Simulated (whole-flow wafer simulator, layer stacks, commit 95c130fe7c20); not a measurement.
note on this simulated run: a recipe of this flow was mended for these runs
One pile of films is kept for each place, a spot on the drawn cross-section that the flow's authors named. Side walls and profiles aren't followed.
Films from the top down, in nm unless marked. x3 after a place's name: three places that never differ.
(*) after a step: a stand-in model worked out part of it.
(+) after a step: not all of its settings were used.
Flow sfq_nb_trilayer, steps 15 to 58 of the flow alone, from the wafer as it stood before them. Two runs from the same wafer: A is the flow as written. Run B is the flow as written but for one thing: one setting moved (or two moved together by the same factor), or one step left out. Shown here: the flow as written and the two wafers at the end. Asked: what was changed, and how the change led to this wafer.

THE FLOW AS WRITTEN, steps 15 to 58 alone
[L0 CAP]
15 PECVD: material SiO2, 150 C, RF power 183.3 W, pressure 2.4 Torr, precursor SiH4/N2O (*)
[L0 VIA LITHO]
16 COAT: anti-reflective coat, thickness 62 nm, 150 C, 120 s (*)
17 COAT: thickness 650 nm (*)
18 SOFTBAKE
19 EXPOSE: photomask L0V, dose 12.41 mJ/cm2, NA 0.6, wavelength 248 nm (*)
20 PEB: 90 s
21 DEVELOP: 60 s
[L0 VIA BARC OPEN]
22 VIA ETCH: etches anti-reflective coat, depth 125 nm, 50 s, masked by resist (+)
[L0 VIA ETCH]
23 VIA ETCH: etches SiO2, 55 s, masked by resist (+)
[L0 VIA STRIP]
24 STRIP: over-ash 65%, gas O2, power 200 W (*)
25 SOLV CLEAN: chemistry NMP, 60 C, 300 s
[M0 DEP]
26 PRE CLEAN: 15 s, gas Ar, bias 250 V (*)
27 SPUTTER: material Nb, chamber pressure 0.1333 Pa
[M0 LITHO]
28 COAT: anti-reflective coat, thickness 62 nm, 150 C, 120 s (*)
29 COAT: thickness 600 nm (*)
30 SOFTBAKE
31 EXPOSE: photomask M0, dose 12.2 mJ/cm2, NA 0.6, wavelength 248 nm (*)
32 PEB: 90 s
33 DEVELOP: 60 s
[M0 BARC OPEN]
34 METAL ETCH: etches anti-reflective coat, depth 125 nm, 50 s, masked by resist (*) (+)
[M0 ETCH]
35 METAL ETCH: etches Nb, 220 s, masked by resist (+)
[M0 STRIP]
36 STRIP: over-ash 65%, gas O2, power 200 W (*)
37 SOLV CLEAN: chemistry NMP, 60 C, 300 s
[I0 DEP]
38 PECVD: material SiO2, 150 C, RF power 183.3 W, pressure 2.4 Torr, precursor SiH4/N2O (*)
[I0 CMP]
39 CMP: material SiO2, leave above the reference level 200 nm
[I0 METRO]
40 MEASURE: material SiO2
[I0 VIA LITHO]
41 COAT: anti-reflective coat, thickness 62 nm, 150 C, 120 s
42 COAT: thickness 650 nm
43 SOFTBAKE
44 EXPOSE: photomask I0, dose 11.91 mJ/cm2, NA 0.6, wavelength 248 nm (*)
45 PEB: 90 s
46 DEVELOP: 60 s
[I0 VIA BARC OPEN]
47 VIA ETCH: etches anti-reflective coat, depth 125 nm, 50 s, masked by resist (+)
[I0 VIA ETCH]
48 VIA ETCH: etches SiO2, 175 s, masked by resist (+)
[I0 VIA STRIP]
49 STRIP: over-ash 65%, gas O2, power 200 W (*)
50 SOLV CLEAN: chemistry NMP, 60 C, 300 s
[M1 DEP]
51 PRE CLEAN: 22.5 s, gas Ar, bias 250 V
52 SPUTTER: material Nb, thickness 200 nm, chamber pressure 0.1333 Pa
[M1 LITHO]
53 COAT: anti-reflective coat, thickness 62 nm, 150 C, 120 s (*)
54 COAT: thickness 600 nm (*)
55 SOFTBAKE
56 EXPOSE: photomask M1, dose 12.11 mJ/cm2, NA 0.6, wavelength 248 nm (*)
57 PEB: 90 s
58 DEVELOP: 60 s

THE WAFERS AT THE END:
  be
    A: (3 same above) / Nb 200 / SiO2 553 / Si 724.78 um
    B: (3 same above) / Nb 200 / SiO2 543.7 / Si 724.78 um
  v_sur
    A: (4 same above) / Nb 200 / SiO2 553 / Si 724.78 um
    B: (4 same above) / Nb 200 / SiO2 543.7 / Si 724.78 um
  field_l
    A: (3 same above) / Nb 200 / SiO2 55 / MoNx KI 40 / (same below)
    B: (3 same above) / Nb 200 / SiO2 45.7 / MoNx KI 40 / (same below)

The cause: step 15, PECVD: RF power 137.9 W was run, where the flow has RF power 183.3 W.

How the change led to this, step by step:
  15 PECVD: material SiO2, 150 C, RF power 183.3 W, pressure 2.4 Torr, precursor SiH4/N2O (*)
      v_sur, via_wl, via_w and 97 more: A SiO2 +60 | B SiO2 +50.7
      field_l, l0_sur, l0v, l0r_line_l, l0r_line_c, l0r_line_r: A SiO2 +60 (new film) | B SiO2 +50.7 (new film)
  23 VIA ETCH: etches SiO2, 55 s, masked by resist (+)
      l0v: A SiO2 -59.7 (all of it), MoNx KI -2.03 | B SiO2 -50.4 (all of it), MoNx KI -2.96
  28 COAT: anti-reflective coat, thickness 62 nm, 150 C, 120 s (*)
      l0_sur: A anti-reflective coat +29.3 (new film) | B anti-reflective coat +32.1 (new film)
      l0v: A anti-reflective coat +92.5 (new film) | B anti-reflective coat +88.4 (new film)
  36 STRIP: over-ash 65%, gas O2, power 200 W (*)
      l0_sur: A KrF-resist-other-grade -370 (all of it), anti-reflective coat -29.3 (all of it) | B KrF-resist-other-grade -368.5 (all of it), anti-reflective coat -32.1 (all of it)
      l0v: A KrF-resist-other-grade -374.1 (all of it), anti-reflective coat -92.5 (all of it) | B KrF-resist-other-grade -370.2 (all of it), anti-reflective coat -88.4 (all of it)
  39 CMP: material SiO2, leave above the reference level 200 nm
      l0v: A SiO2 -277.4 | B SiO2 -287.1
